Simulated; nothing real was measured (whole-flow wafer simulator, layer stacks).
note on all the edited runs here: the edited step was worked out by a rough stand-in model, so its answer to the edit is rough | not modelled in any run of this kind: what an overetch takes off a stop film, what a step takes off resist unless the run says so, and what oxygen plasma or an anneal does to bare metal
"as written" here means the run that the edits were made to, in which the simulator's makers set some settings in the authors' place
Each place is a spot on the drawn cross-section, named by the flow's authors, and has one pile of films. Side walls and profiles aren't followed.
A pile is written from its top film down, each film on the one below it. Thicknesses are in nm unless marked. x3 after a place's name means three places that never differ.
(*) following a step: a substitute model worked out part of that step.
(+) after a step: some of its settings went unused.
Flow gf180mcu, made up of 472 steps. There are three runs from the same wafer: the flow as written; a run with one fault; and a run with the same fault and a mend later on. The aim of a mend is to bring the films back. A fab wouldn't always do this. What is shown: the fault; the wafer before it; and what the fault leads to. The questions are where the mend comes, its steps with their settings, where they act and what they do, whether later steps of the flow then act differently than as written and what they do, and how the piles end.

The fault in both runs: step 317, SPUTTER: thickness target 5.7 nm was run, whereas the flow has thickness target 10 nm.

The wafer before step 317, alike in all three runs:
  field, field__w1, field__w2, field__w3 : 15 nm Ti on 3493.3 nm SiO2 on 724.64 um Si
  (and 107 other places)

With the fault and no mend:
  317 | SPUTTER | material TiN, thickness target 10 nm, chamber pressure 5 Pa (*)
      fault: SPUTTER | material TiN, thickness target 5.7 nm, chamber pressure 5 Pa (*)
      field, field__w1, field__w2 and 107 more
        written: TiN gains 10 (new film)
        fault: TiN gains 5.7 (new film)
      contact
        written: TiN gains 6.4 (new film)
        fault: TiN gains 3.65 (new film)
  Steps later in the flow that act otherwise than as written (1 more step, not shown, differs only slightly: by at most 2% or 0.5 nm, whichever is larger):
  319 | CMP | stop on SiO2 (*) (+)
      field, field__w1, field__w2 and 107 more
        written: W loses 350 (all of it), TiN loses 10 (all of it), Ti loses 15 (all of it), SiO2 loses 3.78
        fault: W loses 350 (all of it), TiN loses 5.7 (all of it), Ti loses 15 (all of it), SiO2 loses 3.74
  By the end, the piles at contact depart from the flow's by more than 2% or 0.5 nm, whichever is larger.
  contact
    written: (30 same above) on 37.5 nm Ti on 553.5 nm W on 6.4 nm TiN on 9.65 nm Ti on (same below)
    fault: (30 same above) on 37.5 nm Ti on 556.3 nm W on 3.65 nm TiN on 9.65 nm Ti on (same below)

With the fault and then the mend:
  After step 317 comes the mend.
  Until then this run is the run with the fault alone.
  317a | SPUTTER | material TiN, thickness target 4.3 nm, chamber pressure 5 Pa (*) (the flow's step 317 again, with other settings)
      field, field__w1, field__w2 and 107 more
        TiN gains 4.3
      contact
        TiN gains 2.75
  Every later step of the flow that is run acts as written at every place that is followed.
  By the end, the piles equal the flow's at every place that both follow.
